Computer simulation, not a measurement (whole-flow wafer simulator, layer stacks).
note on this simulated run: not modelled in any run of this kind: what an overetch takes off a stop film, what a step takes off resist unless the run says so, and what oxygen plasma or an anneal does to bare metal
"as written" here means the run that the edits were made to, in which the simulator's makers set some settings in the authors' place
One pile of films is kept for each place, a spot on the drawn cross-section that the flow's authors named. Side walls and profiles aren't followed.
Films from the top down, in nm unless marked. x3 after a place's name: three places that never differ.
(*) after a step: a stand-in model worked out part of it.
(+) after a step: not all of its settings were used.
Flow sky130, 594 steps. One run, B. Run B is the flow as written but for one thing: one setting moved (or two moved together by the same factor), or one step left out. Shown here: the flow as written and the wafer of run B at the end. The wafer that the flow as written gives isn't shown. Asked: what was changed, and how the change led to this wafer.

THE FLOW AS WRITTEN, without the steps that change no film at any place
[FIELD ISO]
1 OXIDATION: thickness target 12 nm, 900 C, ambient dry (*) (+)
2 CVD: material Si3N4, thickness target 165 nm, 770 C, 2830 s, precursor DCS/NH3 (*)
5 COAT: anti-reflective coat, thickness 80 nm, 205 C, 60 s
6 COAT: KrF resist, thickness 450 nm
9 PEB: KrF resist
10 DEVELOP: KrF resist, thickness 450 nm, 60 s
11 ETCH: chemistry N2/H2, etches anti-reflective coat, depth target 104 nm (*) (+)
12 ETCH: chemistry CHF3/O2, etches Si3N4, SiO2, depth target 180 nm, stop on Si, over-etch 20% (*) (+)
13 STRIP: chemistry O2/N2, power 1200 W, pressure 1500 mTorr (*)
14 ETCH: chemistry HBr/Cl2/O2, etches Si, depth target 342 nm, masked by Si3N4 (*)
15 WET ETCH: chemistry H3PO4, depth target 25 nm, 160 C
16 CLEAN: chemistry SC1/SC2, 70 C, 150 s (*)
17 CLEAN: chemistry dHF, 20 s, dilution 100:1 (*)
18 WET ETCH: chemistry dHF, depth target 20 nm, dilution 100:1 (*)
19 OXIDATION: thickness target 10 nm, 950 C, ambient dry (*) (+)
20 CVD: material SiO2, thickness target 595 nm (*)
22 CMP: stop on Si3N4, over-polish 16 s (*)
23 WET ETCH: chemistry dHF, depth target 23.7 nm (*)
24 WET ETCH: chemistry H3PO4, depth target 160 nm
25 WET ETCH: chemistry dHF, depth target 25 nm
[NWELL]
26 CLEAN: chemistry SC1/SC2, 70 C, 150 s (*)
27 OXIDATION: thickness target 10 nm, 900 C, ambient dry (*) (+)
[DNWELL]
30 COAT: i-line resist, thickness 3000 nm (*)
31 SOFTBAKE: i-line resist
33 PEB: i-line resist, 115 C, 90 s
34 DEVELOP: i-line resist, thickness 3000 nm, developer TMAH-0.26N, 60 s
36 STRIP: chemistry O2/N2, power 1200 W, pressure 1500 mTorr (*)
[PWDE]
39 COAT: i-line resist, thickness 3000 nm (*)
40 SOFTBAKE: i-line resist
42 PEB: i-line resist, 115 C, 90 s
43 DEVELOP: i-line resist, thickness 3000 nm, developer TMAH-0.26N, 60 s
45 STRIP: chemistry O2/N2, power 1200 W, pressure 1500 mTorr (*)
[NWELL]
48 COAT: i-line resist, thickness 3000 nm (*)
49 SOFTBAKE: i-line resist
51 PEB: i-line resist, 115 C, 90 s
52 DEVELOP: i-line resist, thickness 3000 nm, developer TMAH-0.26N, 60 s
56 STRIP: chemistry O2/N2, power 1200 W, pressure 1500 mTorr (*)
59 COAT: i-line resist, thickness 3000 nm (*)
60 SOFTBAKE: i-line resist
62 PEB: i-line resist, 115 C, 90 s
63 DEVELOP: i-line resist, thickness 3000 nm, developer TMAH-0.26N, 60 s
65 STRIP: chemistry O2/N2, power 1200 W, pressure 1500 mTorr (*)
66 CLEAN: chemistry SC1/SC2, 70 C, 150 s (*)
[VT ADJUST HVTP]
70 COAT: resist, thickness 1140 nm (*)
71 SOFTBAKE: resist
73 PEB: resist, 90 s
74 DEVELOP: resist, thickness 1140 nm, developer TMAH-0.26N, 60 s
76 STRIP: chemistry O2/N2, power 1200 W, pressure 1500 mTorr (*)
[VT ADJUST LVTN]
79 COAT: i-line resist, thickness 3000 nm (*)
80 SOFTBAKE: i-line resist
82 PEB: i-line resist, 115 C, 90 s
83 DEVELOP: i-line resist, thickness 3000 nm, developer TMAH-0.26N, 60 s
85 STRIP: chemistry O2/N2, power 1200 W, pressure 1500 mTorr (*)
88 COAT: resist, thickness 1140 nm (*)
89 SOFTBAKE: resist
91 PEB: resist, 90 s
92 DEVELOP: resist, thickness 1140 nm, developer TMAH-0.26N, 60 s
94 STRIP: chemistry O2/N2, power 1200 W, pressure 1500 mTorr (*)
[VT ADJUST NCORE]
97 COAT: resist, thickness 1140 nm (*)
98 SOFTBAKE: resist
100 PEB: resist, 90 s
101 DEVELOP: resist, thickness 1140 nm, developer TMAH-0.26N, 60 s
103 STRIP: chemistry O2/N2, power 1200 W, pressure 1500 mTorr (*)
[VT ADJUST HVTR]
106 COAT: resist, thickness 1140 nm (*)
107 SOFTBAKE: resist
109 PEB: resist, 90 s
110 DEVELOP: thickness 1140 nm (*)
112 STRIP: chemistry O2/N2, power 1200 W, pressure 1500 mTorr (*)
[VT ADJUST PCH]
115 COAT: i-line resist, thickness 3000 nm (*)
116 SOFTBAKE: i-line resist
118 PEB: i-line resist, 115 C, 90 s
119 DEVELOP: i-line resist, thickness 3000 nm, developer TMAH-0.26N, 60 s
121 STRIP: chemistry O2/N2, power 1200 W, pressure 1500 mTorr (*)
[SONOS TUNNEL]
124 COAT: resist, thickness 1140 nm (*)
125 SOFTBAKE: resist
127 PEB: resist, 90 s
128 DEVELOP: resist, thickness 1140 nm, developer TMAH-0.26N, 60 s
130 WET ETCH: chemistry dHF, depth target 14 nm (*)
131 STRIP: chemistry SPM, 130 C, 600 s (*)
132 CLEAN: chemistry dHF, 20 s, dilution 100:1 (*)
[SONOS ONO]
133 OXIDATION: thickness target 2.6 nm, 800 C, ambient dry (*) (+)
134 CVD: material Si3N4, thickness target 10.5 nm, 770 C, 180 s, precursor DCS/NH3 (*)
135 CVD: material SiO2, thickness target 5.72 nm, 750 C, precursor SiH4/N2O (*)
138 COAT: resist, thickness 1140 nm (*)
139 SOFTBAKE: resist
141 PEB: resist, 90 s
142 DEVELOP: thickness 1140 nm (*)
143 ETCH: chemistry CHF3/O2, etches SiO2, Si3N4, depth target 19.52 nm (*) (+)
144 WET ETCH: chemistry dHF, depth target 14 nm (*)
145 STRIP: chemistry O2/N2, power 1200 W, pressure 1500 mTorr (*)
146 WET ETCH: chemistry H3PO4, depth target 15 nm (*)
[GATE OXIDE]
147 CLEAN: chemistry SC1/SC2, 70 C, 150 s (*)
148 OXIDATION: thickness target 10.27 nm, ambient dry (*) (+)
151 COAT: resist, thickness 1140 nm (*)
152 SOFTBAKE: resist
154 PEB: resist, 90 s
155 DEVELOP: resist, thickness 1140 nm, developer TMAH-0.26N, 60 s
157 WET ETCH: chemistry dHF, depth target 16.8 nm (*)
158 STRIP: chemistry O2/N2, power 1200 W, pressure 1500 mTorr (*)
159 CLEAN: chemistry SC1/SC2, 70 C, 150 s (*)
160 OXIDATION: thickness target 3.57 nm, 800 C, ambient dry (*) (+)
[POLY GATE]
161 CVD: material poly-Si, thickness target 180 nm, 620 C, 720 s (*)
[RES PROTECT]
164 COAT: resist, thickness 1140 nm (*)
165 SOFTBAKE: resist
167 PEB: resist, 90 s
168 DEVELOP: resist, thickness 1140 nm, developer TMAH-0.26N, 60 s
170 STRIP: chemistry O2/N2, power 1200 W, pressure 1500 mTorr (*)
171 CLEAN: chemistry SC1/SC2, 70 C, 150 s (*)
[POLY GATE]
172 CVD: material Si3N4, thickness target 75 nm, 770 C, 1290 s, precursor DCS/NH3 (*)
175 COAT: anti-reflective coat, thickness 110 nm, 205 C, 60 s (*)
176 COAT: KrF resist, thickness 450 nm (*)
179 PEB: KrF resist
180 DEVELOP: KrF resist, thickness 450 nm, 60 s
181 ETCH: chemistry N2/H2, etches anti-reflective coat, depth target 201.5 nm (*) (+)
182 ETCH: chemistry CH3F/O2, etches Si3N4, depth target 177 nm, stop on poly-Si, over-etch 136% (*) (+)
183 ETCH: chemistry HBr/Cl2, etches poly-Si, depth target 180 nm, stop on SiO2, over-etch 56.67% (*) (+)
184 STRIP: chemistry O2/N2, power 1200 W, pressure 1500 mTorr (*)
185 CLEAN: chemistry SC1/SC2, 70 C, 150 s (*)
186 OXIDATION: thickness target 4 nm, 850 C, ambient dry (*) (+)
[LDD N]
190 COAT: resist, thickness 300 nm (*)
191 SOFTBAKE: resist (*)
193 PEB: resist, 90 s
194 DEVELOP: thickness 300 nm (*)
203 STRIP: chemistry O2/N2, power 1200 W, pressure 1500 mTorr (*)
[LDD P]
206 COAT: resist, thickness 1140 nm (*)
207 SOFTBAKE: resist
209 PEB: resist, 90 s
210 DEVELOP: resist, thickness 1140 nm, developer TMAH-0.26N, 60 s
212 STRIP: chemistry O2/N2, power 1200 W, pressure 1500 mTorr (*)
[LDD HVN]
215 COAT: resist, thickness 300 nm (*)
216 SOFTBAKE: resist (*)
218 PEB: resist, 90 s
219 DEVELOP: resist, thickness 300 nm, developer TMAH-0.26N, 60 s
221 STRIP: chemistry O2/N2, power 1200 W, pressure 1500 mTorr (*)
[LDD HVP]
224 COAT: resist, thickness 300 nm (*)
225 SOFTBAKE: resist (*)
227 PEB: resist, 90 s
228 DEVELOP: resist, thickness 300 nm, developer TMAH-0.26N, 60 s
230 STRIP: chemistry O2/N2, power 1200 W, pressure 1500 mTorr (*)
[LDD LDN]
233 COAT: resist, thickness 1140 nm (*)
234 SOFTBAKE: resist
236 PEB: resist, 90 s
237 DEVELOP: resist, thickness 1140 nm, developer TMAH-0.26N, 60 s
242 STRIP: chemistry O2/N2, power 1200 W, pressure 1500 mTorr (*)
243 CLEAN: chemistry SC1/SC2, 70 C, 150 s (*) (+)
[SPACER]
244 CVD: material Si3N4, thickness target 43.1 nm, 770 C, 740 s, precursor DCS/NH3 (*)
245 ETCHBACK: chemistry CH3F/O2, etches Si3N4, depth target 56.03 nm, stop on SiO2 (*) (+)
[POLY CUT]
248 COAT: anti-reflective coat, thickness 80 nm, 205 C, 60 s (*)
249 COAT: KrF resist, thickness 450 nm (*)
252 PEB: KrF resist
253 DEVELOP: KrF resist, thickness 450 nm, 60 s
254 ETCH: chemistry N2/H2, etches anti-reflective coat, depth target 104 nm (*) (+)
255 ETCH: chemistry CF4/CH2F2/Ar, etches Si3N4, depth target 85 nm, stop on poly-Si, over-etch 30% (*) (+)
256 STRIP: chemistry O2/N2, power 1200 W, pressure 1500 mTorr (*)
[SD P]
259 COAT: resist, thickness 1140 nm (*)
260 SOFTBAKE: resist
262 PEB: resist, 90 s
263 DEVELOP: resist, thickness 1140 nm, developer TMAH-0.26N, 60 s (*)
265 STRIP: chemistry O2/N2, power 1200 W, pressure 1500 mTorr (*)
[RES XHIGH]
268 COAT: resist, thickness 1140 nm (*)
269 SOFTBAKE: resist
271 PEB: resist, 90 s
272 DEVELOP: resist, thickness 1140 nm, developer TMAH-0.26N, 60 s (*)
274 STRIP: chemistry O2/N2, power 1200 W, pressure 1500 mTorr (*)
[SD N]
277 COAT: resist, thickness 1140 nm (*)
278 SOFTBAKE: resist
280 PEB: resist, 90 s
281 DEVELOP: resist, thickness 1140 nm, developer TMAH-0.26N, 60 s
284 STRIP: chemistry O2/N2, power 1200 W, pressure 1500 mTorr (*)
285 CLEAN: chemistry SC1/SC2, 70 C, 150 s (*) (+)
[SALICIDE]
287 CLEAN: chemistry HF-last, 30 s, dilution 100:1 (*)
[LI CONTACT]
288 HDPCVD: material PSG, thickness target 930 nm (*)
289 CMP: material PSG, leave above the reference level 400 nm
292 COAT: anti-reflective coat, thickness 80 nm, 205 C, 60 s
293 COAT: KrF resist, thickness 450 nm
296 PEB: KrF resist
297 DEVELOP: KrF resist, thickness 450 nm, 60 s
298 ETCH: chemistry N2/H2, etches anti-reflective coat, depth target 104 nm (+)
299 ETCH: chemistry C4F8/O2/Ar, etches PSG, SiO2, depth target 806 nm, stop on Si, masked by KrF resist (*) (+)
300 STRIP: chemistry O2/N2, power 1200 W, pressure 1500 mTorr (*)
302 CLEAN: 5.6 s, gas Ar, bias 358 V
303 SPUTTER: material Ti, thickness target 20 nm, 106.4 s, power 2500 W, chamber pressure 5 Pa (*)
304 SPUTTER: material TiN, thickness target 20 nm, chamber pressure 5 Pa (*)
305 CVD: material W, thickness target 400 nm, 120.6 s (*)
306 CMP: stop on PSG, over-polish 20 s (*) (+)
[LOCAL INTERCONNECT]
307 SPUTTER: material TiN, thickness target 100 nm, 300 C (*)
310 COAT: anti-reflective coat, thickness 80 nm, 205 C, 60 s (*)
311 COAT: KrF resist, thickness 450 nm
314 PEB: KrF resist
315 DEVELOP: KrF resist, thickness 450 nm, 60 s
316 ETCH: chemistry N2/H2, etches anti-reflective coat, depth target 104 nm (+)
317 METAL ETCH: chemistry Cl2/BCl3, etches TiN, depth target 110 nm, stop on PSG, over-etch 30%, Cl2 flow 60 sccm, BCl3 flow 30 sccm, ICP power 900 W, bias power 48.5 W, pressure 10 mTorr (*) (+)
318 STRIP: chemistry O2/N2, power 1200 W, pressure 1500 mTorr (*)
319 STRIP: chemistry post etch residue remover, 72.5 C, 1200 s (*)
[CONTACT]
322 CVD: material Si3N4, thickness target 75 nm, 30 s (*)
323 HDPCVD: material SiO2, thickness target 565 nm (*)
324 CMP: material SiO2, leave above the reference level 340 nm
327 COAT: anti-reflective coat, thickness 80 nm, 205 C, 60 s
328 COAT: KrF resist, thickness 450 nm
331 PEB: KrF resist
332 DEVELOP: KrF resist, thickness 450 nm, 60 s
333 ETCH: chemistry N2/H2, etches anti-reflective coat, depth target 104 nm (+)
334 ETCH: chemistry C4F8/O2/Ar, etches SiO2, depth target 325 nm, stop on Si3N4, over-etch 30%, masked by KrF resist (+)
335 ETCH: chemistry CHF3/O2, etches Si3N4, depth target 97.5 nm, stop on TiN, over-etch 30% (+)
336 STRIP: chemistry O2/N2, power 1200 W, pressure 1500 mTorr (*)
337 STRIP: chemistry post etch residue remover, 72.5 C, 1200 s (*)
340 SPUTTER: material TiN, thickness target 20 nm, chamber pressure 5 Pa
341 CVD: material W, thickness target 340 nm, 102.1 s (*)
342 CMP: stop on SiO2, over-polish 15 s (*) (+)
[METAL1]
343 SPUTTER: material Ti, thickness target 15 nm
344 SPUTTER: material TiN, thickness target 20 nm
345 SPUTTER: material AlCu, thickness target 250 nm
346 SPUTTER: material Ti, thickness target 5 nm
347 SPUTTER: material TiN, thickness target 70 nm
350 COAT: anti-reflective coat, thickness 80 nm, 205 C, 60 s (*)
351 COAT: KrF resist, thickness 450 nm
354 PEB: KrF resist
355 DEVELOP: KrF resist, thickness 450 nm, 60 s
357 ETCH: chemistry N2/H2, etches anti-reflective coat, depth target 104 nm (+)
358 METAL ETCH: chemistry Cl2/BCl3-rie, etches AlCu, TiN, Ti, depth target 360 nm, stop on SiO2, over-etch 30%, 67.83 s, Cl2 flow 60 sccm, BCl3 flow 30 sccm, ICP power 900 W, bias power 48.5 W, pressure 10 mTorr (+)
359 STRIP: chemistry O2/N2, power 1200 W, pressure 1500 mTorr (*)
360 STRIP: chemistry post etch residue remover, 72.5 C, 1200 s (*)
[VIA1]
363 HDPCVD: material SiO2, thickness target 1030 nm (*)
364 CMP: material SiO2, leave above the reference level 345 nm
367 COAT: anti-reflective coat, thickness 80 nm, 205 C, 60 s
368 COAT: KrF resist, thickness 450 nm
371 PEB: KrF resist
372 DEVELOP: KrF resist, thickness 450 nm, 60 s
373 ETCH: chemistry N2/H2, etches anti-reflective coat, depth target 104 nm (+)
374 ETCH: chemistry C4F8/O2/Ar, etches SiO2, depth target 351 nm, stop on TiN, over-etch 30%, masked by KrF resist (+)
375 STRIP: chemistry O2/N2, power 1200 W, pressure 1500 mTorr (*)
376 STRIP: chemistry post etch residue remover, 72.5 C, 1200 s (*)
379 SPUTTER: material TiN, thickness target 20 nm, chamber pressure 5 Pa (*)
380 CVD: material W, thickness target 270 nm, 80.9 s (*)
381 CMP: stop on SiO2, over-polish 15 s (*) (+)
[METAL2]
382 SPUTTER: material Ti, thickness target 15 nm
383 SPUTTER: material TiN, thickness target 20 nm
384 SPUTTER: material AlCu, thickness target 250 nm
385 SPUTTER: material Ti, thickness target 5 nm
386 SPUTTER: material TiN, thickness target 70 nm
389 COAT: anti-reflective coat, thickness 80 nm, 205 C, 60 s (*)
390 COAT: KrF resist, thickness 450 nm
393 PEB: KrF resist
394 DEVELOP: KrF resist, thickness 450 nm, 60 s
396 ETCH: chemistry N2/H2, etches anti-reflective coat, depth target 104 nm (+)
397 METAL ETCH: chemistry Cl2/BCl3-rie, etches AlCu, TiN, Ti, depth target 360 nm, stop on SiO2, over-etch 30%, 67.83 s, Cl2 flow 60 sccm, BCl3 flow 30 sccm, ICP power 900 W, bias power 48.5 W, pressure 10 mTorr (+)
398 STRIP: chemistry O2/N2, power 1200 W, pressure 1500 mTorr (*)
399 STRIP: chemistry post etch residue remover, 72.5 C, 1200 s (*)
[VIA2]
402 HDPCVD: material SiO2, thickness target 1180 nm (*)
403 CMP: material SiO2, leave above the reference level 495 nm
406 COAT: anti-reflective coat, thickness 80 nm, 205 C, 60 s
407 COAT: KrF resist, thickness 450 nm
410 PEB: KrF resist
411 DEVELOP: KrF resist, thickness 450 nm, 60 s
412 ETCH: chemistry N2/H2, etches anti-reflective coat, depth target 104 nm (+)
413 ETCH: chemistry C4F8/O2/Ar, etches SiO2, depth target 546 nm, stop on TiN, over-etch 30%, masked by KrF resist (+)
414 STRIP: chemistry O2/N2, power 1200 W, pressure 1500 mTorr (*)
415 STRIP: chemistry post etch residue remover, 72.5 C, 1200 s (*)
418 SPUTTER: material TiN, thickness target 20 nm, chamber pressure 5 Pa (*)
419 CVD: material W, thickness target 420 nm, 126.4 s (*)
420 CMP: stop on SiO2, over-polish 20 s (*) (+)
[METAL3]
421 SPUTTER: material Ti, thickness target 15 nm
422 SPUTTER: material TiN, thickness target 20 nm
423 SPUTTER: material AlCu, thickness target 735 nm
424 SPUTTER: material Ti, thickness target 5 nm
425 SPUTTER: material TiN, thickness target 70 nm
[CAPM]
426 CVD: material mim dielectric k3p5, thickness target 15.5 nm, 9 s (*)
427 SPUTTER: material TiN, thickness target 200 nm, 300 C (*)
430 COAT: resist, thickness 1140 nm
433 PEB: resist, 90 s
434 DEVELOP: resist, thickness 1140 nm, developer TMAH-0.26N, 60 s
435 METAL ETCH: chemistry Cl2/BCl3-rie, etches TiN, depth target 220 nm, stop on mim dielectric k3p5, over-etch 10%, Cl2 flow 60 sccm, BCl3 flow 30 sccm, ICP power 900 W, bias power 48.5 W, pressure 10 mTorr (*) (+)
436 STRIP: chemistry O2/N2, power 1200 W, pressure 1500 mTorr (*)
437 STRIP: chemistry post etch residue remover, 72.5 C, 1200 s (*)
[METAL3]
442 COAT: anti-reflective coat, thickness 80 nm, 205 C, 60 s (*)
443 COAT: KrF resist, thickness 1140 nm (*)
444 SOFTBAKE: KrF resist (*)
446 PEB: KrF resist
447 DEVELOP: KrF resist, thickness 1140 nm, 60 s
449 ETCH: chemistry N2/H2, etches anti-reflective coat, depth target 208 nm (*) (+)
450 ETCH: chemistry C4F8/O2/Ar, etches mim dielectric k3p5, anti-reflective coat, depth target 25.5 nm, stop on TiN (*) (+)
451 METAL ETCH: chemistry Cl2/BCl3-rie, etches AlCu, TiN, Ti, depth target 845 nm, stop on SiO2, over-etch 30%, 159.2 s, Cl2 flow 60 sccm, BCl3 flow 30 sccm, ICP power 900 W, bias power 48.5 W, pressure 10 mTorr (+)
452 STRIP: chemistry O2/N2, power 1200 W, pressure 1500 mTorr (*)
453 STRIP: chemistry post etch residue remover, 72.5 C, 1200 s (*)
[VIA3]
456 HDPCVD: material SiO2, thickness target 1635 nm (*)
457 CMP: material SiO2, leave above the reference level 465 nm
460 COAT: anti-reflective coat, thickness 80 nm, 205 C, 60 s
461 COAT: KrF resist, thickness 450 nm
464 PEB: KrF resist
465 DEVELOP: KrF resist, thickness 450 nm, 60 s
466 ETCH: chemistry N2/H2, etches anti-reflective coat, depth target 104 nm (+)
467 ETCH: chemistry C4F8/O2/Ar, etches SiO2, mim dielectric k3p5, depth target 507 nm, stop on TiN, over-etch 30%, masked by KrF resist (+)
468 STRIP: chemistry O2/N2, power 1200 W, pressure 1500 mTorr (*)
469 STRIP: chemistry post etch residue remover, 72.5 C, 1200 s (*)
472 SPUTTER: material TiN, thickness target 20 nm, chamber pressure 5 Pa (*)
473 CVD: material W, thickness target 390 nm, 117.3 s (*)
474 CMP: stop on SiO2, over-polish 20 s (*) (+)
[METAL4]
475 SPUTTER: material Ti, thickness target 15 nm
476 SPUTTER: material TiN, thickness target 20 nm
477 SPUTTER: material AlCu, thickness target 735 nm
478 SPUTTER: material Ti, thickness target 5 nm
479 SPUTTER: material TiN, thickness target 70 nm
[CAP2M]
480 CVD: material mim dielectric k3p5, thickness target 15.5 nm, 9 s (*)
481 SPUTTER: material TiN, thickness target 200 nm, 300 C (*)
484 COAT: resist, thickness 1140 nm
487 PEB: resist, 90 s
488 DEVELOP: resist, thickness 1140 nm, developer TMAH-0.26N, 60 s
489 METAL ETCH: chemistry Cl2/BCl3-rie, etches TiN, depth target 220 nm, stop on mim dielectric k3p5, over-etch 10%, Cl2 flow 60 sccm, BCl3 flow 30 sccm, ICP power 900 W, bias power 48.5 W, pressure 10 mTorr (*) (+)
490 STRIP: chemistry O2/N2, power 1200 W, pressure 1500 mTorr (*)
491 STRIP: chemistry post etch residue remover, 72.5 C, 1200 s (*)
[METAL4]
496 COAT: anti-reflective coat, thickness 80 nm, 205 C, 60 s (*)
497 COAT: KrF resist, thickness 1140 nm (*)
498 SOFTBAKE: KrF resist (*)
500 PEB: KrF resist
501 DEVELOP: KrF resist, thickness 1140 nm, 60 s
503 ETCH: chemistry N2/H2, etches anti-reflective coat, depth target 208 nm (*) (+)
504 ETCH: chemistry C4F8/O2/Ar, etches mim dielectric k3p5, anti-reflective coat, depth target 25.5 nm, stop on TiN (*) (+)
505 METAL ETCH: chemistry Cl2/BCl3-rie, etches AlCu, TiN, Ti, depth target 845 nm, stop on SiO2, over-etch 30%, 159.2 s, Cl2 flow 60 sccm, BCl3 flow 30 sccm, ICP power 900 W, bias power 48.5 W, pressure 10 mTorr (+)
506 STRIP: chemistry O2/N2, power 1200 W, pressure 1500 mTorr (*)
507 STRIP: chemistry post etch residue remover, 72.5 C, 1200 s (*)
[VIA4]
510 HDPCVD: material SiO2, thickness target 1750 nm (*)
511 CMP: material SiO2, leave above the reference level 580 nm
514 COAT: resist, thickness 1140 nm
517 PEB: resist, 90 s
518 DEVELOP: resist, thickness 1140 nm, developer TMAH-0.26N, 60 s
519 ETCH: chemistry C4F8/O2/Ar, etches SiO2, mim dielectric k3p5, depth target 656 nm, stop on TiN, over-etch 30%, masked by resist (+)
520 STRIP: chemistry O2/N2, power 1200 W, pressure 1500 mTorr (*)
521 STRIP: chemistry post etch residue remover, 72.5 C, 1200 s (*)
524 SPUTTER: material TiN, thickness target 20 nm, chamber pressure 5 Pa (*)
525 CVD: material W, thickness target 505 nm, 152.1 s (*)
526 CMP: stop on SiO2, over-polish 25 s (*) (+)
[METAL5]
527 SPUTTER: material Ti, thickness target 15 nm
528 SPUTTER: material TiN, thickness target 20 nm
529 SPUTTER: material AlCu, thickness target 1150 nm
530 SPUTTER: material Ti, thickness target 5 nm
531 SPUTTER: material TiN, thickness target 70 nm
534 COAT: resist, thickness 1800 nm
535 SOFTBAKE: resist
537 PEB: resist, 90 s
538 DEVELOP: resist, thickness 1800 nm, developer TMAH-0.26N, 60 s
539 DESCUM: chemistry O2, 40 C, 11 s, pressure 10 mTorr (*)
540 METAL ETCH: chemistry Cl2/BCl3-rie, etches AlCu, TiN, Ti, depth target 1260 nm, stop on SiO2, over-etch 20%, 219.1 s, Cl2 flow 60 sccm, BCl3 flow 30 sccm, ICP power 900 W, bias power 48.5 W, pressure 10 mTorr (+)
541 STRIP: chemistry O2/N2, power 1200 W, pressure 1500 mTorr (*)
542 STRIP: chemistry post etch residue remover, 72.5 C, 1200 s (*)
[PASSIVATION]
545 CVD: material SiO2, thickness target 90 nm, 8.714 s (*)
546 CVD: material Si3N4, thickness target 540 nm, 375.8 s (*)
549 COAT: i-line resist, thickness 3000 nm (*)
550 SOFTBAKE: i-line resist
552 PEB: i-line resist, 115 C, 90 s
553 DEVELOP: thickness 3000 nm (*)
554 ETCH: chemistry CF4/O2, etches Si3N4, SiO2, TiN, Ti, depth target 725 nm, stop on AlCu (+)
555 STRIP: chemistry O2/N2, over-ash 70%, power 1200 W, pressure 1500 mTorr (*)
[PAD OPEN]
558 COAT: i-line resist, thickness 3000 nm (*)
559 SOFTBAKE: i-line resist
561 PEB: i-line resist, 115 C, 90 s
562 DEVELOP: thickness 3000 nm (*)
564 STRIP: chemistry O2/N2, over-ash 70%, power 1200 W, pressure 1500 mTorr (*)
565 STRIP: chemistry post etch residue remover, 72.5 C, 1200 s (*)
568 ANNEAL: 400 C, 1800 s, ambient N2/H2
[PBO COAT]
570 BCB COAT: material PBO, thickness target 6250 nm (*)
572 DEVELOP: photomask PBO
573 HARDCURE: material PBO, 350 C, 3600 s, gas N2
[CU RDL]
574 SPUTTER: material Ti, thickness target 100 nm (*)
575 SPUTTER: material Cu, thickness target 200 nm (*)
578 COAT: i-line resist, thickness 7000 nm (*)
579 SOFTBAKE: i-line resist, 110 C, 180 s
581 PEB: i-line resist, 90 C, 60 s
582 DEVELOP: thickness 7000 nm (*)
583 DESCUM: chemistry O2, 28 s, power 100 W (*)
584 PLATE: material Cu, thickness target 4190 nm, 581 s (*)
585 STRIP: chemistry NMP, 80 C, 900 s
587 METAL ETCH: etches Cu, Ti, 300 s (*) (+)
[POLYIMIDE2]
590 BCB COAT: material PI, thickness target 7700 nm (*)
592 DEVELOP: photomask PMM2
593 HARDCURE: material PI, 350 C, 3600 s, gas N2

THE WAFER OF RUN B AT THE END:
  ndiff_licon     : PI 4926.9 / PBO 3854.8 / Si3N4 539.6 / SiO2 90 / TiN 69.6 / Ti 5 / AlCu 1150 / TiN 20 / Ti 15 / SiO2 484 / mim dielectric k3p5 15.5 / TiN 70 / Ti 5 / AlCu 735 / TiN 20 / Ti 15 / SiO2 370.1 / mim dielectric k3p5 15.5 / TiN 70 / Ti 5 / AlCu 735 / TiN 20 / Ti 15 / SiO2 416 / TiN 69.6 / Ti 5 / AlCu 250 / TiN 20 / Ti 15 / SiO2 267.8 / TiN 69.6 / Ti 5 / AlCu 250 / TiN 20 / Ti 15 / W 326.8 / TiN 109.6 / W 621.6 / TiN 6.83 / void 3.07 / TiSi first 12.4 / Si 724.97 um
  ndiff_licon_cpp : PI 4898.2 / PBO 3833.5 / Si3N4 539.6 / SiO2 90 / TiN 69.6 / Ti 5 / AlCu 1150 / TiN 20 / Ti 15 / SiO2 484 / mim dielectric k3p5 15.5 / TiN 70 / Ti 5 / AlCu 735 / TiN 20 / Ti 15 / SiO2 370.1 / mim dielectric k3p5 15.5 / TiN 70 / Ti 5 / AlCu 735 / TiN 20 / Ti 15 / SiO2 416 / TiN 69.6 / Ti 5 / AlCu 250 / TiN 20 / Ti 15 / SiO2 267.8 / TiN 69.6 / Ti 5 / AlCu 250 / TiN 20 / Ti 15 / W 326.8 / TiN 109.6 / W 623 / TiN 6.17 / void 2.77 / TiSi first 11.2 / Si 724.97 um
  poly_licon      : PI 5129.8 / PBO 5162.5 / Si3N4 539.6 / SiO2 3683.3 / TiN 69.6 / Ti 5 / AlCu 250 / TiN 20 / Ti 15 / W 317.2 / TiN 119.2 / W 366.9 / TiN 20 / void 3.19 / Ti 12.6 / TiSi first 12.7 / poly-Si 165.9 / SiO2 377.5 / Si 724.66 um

The cause: step 568, ANNEAL: 435 C was run, where the flow has 400 C.

How the change led to this, step by step:
  568 ANNEAL: 400 C, 1800 s, ambient N2/H2
      ndiff_licon: under 37 films: void +3.07 (new film), TiSi first +12.4 (new film), Ti -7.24 (all of it), Si -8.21 (as written it would be: under 37 films: void +1.52 (new film), Ti -3.59, TiSi first +6.13 (new film), Si -4.07)
      ndiff_licon_cpp: under 37 films: void +2.77 (new film), TiSi first +11.2 (new film), Ti -6.53 (all of it), Si -7.41 (as written it would be: under 37 films: void +1.52 (new film), Ti -3.59, TiSi first +6.13 (new film), Si -4.07)
      (and at 2 more places)
Counting metal films that touch as one body, ndiff_licon has 5 bodies (between them, from the top down: SiO2 484 / mim dielectric k3p5 15.5; SiO2 370.1 / mim dielectric k3p5 15.5; SiO2 416; SiO2 267.8); the flow as written gives 6 bodies (between them, from the top down: SiO2 484 / mim dielectric k3p5 15.5; SiO2 370.1 / mim dielectric k3p5 15.5; SiO2 416; SiO2 267.8; void 1.67).
Counting metal films that touch as one body, ndiff_licon_cpp has 5 bodies (between them, from the top down: SiO2 484 / mim dielectric k3p5 15.5; SiO2 370.1 / mim dielectric k3p5 15.5; SiO2 416; SiO2 267.8); the flow as written gives 6 bodies (between them, from the top down: SiO2 484 / mim dielectric k3p5 15.5; SiO2 370.1 / mim dielectric k3p5 15.5; SiO2 416; SiO2 267.8; void 1.67).
